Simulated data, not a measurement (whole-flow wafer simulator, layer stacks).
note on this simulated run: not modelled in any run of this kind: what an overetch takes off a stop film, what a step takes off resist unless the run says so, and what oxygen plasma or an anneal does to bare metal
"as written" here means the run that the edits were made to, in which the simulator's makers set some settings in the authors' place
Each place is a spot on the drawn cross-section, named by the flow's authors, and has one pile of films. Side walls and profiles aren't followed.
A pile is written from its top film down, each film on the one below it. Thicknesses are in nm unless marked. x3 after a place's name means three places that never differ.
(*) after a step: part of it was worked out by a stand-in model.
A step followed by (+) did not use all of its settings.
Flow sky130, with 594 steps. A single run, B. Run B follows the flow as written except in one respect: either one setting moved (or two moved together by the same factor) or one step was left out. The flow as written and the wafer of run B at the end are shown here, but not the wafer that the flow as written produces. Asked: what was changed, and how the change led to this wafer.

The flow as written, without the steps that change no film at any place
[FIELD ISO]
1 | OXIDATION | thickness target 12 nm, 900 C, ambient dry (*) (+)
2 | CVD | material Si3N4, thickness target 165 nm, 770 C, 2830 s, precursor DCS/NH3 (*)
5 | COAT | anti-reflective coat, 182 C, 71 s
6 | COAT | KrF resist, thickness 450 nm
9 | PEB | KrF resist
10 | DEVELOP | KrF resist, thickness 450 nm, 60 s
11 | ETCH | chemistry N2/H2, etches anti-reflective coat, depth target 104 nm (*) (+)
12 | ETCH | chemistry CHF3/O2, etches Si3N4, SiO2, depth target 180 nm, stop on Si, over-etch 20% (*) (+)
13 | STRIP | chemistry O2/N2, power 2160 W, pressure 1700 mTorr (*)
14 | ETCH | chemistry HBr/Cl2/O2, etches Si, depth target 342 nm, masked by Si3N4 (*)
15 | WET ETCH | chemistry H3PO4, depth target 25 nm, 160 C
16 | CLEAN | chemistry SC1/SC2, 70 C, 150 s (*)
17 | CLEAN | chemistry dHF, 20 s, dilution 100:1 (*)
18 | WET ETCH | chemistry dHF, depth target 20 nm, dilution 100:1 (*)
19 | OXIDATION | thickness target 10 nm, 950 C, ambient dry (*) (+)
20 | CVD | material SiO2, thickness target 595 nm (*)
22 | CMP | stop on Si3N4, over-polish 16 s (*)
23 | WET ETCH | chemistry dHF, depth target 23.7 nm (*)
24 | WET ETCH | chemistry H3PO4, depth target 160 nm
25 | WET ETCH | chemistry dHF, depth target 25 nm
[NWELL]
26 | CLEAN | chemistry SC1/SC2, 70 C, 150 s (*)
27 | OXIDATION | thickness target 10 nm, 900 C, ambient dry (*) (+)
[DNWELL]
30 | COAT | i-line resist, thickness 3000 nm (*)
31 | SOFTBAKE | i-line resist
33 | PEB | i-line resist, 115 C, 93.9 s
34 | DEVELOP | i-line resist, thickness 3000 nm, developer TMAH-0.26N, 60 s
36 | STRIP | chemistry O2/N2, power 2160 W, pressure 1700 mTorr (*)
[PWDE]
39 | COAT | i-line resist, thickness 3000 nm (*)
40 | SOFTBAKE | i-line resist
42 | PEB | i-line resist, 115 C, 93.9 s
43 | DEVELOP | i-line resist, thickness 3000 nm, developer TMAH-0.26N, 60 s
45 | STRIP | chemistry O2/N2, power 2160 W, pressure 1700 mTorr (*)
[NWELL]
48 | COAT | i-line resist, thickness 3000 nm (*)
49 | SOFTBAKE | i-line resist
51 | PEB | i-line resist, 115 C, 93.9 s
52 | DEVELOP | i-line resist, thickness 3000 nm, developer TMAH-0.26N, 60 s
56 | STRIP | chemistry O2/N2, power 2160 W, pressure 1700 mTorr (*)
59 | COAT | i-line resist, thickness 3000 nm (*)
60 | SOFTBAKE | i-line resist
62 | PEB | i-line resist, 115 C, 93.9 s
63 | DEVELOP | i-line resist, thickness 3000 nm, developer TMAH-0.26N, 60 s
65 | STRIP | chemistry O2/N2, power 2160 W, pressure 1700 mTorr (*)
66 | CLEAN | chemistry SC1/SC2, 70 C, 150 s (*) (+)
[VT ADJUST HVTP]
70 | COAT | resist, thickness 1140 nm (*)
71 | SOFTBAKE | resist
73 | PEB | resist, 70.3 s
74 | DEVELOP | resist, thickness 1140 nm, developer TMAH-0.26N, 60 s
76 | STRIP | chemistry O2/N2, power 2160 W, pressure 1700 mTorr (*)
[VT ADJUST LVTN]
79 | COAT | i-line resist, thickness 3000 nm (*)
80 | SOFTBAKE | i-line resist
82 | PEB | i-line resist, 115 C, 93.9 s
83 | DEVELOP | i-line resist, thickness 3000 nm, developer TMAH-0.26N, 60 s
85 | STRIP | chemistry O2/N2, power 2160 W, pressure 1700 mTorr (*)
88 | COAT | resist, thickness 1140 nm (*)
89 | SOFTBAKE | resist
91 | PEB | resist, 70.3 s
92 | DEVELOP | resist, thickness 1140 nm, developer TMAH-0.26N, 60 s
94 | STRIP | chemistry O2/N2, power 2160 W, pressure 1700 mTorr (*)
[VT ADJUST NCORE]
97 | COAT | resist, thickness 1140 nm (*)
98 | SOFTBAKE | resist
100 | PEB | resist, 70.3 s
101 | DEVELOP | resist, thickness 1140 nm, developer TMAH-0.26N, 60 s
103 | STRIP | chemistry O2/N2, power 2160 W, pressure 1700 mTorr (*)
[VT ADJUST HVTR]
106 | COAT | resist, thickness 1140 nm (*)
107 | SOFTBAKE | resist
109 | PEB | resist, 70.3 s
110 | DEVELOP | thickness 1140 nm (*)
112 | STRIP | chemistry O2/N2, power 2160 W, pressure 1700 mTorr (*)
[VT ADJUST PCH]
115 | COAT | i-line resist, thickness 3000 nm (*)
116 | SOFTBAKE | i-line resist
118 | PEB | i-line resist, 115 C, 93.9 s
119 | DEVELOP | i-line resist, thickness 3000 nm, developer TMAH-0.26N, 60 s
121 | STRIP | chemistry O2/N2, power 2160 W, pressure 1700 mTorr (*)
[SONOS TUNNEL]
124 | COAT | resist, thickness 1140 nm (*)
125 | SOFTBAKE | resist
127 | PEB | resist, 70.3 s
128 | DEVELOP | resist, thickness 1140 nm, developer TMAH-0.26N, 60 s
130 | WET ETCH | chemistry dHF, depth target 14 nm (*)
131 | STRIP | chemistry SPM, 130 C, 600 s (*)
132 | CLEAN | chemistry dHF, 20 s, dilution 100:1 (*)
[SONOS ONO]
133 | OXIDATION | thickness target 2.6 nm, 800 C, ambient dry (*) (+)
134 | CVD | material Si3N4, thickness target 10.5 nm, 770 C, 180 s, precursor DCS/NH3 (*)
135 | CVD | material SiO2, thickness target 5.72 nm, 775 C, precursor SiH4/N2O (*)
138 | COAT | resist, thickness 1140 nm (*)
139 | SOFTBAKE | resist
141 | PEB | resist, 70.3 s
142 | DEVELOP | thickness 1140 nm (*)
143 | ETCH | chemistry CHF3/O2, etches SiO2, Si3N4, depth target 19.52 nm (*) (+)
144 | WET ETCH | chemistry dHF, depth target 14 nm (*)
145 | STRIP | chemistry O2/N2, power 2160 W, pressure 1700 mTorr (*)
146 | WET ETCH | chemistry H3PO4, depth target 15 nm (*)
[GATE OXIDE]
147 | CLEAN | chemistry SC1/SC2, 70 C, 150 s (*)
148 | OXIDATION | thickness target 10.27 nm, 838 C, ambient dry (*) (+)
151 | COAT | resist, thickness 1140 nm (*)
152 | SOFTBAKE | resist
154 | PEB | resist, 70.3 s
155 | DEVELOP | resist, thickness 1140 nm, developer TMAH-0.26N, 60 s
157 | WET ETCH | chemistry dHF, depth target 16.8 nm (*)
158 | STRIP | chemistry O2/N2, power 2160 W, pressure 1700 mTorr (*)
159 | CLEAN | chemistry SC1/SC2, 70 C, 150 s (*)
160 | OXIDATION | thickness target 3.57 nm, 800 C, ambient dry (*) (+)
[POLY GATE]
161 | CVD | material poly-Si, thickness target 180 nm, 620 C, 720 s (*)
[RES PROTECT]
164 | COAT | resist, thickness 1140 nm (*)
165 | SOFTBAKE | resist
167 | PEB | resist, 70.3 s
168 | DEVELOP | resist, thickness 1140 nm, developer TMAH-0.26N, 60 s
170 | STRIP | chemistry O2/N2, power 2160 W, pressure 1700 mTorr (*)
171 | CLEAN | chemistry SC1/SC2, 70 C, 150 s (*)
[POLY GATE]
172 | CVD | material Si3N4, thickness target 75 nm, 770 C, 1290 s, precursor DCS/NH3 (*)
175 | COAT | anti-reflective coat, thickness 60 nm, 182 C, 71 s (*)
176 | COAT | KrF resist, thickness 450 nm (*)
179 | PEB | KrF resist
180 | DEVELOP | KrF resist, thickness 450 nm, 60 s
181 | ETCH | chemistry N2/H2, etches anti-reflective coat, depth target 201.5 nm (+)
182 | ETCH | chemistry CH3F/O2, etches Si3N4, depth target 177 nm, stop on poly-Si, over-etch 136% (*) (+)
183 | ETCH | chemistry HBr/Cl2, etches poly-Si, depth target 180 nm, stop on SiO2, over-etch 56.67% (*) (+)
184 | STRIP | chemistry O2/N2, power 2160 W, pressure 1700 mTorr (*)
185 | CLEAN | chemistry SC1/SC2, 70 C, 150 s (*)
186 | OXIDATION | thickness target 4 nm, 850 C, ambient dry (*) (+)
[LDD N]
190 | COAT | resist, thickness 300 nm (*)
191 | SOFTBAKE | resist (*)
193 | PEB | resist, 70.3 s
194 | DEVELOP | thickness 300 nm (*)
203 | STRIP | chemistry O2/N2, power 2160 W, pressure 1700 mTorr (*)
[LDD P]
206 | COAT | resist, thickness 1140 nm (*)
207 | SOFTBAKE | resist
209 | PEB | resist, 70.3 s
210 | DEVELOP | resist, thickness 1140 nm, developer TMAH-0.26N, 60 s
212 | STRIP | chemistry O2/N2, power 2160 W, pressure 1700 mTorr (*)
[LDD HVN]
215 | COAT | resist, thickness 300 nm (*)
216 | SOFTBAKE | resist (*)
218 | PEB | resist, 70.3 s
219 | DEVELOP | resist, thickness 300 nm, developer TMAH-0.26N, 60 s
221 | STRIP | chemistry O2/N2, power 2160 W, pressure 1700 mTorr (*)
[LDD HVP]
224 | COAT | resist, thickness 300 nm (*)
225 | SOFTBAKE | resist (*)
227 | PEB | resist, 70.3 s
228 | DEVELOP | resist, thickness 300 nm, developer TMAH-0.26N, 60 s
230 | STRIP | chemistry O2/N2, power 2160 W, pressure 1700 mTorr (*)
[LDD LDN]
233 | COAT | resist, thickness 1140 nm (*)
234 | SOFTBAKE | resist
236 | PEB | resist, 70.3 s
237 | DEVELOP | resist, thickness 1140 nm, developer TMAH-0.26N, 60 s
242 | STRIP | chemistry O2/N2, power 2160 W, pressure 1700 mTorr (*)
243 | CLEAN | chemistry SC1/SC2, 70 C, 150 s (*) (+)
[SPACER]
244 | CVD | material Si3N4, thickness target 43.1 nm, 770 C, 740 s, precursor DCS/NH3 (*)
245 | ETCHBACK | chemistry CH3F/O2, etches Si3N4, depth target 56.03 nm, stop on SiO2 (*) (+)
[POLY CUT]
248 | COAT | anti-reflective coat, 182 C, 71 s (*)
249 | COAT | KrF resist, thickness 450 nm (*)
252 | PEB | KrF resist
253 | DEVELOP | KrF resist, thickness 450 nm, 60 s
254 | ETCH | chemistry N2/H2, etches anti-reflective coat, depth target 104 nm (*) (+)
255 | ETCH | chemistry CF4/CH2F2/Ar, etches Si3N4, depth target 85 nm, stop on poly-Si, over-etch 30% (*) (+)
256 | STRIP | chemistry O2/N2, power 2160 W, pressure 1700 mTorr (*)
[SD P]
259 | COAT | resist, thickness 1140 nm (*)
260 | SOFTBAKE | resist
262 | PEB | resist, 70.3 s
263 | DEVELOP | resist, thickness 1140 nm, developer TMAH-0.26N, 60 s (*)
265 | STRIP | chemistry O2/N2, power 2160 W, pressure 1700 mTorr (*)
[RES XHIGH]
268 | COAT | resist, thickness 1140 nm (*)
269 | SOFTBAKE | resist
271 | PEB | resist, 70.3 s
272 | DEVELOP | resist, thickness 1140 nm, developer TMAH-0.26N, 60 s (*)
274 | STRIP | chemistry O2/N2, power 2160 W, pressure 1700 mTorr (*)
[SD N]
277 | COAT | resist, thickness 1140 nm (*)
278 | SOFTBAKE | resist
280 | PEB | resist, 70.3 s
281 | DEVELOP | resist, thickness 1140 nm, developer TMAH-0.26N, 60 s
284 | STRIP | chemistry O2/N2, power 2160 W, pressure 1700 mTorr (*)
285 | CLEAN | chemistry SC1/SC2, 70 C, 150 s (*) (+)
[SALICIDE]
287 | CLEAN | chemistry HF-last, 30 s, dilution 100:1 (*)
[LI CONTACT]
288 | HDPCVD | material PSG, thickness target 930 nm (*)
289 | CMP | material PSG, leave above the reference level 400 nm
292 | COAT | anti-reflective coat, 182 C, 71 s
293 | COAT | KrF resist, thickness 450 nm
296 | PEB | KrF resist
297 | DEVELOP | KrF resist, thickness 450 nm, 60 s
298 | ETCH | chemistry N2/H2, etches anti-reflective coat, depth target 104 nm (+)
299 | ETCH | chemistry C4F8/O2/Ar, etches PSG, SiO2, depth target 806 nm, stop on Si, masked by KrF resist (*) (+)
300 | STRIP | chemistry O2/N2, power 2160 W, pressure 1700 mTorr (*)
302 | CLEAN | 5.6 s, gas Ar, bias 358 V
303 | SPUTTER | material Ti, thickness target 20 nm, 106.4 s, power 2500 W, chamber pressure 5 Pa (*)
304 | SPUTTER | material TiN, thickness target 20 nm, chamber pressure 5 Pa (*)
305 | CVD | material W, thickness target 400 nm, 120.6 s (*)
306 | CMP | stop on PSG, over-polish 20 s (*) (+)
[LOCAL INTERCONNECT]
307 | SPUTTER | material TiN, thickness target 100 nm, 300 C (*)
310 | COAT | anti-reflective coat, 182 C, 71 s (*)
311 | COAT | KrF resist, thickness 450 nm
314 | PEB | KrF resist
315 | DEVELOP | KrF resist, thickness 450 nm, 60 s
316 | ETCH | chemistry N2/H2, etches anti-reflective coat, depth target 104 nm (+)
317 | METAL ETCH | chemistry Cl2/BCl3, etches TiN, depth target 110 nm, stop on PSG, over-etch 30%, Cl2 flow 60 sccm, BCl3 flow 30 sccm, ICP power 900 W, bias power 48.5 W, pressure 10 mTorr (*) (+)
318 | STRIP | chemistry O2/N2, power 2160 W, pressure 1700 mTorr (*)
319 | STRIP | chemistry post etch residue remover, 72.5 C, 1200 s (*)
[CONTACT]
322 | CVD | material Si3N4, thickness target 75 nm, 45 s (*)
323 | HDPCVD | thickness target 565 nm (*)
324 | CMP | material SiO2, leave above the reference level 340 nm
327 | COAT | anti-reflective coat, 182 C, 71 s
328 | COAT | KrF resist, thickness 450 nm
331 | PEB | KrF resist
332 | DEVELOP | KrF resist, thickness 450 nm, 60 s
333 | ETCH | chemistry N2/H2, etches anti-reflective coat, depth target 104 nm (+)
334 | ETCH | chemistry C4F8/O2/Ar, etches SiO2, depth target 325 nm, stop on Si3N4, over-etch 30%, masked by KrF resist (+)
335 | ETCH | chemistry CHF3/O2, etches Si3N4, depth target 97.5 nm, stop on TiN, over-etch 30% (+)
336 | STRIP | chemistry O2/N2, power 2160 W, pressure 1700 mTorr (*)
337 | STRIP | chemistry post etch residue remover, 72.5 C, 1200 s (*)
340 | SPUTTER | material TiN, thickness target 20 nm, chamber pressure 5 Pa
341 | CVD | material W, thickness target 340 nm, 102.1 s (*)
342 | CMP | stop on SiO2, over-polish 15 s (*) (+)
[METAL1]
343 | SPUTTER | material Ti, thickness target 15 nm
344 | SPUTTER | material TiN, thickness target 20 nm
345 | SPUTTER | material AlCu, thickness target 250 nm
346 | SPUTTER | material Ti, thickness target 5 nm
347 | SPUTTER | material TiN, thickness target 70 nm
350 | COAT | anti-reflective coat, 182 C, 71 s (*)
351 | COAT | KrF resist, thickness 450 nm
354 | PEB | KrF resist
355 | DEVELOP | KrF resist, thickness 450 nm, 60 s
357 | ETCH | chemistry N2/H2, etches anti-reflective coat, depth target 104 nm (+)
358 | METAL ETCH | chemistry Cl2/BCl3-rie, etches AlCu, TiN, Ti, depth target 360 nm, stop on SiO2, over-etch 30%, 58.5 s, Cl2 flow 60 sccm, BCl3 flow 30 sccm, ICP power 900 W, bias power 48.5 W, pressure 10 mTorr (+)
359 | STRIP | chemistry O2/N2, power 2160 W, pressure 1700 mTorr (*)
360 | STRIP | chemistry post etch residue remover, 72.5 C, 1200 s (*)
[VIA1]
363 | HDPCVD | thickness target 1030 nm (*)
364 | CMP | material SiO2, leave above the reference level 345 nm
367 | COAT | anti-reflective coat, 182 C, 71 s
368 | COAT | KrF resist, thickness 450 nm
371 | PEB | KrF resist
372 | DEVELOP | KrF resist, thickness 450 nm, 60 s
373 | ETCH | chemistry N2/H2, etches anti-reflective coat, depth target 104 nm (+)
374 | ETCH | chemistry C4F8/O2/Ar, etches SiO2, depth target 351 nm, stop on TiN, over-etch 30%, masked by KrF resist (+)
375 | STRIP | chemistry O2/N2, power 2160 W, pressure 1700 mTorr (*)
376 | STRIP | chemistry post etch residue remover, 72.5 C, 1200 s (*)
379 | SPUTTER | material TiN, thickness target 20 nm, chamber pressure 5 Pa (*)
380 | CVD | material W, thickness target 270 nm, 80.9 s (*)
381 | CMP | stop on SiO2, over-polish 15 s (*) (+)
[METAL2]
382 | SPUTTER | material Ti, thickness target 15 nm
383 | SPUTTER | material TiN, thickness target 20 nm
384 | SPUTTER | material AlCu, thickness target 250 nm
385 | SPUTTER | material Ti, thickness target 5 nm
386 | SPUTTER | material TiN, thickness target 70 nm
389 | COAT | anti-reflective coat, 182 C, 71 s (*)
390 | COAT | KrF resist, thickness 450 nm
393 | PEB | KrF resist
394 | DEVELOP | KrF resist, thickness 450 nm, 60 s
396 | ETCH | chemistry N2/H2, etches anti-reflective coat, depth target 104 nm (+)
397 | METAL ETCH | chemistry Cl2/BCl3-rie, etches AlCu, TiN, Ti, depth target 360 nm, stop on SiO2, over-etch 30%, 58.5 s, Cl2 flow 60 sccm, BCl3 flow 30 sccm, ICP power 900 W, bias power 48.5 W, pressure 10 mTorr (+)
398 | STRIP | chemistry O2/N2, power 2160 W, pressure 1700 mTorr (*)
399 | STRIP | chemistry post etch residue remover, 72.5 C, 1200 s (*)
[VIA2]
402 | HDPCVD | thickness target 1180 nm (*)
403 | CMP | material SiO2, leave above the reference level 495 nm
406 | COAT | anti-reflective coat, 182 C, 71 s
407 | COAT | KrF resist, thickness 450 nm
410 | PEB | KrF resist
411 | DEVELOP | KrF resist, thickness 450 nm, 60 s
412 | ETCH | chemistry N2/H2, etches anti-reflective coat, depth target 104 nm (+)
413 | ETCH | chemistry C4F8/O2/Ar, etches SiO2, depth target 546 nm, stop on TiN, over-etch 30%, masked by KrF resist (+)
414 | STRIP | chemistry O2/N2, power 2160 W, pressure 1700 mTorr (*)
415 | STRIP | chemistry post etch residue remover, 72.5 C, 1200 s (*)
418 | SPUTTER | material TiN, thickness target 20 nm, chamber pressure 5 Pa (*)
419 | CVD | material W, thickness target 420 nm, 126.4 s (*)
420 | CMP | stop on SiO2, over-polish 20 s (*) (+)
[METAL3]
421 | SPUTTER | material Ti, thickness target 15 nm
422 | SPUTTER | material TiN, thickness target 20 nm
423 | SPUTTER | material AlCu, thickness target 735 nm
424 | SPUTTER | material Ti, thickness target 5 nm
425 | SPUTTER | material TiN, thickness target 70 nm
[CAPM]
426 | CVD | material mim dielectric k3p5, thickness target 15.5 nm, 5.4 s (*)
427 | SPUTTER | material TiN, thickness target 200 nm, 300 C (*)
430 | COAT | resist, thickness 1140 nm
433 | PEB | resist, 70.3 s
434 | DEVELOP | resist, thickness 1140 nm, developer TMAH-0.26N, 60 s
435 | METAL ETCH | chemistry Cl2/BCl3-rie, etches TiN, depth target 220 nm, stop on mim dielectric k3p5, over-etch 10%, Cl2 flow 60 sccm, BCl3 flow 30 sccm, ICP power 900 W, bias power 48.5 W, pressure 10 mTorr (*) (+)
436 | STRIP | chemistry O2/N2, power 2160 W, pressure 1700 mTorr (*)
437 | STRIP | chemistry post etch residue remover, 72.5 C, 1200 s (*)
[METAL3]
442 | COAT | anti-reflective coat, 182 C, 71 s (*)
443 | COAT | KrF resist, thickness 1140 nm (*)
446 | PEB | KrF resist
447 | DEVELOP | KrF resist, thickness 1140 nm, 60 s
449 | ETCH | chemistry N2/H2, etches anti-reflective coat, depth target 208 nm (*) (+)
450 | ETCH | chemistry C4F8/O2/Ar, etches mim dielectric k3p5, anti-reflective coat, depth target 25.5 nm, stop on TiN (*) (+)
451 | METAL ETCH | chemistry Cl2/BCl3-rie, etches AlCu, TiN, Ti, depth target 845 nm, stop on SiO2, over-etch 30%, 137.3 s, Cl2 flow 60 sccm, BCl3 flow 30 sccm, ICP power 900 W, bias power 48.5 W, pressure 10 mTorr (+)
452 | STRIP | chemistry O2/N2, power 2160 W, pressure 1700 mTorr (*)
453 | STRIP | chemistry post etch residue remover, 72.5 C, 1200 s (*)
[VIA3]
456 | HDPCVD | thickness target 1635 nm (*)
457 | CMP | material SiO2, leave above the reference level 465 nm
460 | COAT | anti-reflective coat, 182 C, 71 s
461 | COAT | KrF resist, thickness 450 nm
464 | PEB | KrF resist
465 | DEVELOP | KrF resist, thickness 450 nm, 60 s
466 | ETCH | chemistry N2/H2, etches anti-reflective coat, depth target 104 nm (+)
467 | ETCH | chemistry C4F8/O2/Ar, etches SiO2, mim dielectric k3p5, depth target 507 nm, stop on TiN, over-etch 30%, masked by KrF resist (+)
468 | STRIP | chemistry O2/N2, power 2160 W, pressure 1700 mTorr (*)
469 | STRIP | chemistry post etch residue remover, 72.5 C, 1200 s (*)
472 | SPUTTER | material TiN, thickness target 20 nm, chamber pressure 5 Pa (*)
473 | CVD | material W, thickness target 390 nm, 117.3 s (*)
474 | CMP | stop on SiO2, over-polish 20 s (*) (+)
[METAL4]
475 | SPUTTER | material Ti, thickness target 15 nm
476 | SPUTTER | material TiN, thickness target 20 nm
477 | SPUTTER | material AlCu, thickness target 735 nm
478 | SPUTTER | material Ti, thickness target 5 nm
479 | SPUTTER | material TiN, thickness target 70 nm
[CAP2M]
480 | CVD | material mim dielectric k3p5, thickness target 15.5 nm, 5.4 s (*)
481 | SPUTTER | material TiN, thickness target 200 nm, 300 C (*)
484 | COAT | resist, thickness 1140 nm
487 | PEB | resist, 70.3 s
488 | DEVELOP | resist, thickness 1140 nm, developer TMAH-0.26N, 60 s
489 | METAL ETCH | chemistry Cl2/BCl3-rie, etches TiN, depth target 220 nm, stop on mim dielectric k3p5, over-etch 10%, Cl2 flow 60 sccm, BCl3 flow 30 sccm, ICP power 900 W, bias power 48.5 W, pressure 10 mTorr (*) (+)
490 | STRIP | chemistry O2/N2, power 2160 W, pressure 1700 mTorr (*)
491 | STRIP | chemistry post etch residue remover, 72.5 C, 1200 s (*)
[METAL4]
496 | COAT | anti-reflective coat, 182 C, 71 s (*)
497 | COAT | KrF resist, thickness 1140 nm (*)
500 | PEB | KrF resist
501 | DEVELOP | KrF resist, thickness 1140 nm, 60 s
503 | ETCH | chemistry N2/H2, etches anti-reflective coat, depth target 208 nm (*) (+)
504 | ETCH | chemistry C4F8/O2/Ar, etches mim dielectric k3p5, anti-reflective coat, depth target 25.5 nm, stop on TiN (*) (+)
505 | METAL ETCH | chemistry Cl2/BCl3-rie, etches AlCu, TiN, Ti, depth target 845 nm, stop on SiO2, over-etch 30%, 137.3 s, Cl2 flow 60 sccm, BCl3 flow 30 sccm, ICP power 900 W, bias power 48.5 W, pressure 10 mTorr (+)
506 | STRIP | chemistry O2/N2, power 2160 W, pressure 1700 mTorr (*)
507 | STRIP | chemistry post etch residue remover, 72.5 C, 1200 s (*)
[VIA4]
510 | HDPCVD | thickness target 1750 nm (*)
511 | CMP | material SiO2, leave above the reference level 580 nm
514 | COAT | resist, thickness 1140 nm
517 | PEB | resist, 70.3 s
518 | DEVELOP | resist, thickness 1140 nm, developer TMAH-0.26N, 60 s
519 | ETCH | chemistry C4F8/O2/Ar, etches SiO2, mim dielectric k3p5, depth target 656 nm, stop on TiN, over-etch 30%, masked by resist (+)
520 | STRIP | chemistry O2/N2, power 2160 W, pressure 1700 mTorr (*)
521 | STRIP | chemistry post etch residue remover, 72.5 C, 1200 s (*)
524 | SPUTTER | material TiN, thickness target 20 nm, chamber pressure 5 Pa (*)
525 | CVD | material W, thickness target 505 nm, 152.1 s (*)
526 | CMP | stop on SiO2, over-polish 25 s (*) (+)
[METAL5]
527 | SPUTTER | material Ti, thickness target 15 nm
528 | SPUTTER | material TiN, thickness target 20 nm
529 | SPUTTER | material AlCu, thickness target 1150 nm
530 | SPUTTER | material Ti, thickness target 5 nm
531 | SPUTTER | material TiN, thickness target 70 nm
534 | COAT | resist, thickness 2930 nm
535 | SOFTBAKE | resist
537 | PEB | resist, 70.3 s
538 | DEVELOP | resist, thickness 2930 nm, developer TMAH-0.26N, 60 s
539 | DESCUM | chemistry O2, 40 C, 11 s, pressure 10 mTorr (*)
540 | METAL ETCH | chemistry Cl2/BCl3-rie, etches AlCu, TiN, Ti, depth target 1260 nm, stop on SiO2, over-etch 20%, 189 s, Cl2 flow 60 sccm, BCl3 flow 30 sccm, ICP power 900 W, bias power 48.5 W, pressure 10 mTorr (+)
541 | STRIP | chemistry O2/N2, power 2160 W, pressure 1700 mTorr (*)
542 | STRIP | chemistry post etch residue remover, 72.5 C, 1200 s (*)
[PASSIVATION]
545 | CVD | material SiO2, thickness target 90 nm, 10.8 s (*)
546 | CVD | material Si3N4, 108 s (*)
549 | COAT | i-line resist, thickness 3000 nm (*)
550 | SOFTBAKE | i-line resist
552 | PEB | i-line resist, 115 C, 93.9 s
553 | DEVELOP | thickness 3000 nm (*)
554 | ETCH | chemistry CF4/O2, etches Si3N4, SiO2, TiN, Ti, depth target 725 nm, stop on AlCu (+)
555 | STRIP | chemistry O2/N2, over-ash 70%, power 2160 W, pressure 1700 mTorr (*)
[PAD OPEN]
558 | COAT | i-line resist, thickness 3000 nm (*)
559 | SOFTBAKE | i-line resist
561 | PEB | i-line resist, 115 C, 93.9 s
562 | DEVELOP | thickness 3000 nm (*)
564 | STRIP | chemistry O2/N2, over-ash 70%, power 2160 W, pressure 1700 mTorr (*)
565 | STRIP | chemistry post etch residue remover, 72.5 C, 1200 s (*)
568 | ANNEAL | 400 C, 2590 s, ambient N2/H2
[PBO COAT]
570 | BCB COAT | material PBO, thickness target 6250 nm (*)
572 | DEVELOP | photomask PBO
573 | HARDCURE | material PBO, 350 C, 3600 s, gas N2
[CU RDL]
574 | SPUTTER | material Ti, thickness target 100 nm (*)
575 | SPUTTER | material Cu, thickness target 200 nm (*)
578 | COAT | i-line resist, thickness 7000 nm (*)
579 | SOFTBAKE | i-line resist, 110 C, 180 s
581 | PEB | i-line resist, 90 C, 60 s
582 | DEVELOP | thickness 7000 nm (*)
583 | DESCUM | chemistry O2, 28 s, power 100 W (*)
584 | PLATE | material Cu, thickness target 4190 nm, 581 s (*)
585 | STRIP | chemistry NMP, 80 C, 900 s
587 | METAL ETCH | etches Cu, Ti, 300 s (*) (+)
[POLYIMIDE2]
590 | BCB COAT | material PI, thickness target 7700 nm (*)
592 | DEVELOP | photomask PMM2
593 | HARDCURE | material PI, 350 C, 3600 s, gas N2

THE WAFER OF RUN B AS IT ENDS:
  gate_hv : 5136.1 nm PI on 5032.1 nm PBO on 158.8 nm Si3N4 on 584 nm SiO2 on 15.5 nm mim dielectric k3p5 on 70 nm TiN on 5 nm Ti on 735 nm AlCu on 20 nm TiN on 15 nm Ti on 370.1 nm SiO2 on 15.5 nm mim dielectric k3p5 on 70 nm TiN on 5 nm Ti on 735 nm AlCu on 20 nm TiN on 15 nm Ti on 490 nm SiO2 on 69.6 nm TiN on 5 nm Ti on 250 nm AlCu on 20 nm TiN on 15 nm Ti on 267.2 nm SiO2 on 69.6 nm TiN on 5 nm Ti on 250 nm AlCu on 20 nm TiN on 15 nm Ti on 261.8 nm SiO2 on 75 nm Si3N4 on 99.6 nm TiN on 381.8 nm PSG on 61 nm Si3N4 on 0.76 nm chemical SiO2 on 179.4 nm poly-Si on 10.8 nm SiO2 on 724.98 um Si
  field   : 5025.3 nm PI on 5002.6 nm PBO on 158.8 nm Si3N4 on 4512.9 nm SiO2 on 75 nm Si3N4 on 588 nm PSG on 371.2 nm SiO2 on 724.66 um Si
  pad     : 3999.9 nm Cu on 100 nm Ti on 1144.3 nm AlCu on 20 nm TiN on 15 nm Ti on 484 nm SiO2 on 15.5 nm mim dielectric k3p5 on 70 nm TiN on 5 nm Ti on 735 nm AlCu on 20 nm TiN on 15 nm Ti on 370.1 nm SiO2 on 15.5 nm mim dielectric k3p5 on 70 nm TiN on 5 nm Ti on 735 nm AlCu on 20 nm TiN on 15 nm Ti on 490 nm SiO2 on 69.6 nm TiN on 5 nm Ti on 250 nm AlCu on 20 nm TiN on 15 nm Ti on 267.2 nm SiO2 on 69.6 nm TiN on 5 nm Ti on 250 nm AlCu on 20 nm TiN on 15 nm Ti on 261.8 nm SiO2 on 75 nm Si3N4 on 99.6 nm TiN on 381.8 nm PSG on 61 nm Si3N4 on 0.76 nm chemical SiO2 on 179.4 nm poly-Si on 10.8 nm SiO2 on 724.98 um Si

What caused this: step 403, CMP: leave above the reference level 569 nm was run, whereas the flow has leave above the reference level 495 nm.

Step by step, how the change led to this:
  403 | CMP | material SiO2, leave above the reference level 495 nm
      n_well, p_well, gate_hv and 101 more: SiO2 loses 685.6 (in the flow as written it would be: SiO2 loses 759.6)
      field, active, gate and 82 more: SiO2 loses 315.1 (in the flow as written it would be: SiO2 loses 389.1)
      (also at 2 further places)
  413 | ETCH | chemistry C4F8/O2/Ar, etches SiO2, depth target 546 nm, stop on TiN, over-etch 30%, masked by KrF resist (+)
      m1: SiO2 loses 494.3 (all of it) (in the flow as written it would be: SiO2 loses 420.3 (all of it))
      via2_hole: SiO2 loses 493.8 (all of it) (in the flow as written it would be: SiO2 loses 419.8 (all of it))
  418 | SPUTTER | material TiN, thickness target 20 nm, chamber pressure 5 Pa (*)
      m1: TiN gains 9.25 (in the flow as written it would be: TiN gains 10.2)
      via2_hole: TiN gains 9.24 (in the flow as written it would be: TiN gains 10.2)
  419 | CVD | material W, thickness target 420 nm, 126.4 s (*)
      m1: W gains 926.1 (new film) (in the flow as written it would be: W gains 851.1 (new film))
      via2_hole: W gains 925.6 (new film) (in the flow as written it would be: W gains 850.7 (new film))
